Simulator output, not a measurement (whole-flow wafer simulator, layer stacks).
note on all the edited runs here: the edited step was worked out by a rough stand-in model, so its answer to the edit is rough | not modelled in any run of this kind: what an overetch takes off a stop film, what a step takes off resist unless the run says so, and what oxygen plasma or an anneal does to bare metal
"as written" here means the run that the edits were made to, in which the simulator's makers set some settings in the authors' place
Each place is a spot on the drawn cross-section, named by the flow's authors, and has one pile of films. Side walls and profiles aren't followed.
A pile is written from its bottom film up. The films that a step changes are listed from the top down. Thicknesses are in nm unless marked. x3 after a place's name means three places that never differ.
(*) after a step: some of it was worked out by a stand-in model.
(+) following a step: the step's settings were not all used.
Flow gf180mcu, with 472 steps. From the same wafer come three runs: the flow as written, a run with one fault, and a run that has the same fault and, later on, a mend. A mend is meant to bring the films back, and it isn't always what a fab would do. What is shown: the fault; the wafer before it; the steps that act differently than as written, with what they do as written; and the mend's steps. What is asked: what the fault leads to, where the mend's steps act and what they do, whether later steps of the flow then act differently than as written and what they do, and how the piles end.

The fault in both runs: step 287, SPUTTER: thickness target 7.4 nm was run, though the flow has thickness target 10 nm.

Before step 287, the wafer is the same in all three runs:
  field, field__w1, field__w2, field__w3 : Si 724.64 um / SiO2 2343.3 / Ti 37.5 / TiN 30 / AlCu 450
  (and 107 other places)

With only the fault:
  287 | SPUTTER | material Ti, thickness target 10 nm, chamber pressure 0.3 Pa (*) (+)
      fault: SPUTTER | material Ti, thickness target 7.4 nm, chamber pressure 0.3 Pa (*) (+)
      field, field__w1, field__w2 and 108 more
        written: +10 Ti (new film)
        fault: +7.4 Ti (new film)
  Steps further on in the flow that do not act as written (5 more steps, not shown, differ only slightly: by at most 2% or 0.5 nm, whichever is larger):
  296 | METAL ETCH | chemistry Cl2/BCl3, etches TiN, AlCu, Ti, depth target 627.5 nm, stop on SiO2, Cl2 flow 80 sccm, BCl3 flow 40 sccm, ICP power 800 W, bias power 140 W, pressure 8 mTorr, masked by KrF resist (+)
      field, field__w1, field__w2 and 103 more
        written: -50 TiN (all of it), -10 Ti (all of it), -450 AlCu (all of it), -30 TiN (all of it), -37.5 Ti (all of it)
        fault: -50 TiN (all of it), -7.4 Ti (all of it), -450 AlCu (all of it), -30 TiN (all of it), -37.5 Ti (all of it)
  At field__w8, contact, m1, m1__w1, m1_nw, the piles at the end differ from the flow's by more than 2% or 0.5 nm, whichever is larger.
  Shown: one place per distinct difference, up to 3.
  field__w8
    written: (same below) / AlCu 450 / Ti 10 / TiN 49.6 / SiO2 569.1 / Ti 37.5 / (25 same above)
    fault: (same below) / AlCu 450 / Ti 7.4 / TiN 49.6 / SiO2 571.7 / Ti 37.5 / (25 same above)
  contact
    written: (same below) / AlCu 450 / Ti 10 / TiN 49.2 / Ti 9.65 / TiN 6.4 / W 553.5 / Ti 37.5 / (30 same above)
    fault: (same below) / AlCu 450 / Ti 7.4 / TiN 49.2 / Ti 9.64 / TiN 6.39 / W 556.1 / Ti 37.5 / (30 same above)

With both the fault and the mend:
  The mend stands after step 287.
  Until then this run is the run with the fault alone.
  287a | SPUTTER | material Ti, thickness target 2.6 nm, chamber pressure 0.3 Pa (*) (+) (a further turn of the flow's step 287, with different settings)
      field, field__w1, field__w2 and 108 more
        +2.6 Ti
  Every later step of the flow that is run acts as written at every place that is followed.
  By the end, the piles equal the flow's at every place that both follow.
